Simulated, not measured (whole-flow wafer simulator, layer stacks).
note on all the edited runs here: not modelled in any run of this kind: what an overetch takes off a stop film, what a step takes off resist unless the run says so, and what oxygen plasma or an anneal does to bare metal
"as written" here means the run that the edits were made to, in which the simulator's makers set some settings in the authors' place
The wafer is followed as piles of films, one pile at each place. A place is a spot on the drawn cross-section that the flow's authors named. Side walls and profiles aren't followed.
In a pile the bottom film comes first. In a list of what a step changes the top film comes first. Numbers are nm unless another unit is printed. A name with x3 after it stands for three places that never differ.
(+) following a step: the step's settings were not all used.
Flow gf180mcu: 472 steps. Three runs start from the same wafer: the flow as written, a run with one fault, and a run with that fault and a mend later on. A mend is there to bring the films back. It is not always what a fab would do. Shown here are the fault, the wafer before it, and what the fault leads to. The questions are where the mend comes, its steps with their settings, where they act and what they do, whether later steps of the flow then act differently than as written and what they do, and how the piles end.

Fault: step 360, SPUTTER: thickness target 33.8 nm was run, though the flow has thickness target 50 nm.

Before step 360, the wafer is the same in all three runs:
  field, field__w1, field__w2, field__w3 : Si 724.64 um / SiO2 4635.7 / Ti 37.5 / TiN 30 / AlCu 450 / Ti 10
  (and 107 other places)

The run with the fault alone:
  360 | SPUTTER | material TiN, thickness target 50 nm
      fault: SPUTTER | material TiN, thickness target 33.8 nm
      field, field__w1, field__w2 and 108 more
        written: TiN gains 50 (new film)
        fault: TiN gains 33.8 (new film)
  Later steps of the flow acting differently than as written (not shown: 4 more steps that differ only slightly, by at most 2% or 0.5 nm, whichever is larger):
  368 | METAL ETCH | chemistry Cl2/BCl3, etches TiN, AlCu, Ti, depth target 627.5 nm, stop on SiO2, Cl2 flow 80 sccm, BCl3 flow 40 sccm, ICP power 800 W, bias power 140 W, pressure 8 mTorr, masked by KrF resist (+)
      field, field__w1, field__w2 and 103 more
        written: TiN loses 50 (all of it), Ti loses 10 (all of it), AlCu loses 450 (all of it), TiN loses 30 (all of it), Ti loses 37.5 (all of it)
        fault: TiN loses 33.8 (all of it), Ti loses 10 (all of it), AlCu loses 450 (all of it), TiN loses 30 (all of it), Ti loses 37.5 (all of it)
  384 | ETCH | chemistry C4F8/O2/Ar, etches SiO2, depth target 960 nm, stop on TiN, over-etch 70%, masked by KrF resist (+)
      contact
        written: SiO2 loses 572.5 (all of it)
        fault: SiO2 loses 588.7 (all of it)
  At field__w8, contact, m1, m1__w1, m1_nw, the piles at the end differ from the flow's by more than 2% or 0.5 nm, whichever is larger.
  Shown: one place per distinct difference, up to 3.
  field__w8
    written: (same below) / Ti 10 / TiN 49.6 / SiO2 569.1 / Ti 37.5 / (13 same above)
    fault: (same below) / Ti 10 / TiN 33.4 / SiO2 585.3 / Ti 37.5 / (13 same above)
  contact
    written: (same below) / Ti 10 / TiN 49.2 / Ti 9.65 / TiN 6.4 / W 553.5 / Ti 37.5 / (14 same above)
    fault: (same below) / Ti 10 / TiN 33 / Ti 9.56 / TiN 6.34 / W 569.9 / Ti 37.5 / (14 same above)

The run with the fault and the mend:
  The mend follows step 360.
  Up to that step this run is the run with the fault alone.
  360a | SPUTTER | material TiN, thickness target 16.2 nm (a further turn of the flow's step 360, with different settings)
      field, field__w1, field__w2 and 108 more
        TiN gains 16.2
  Later steps of the flow that are run all act as written at every place that is followed.
  The piles end the same as the flow's at every place that both follow.
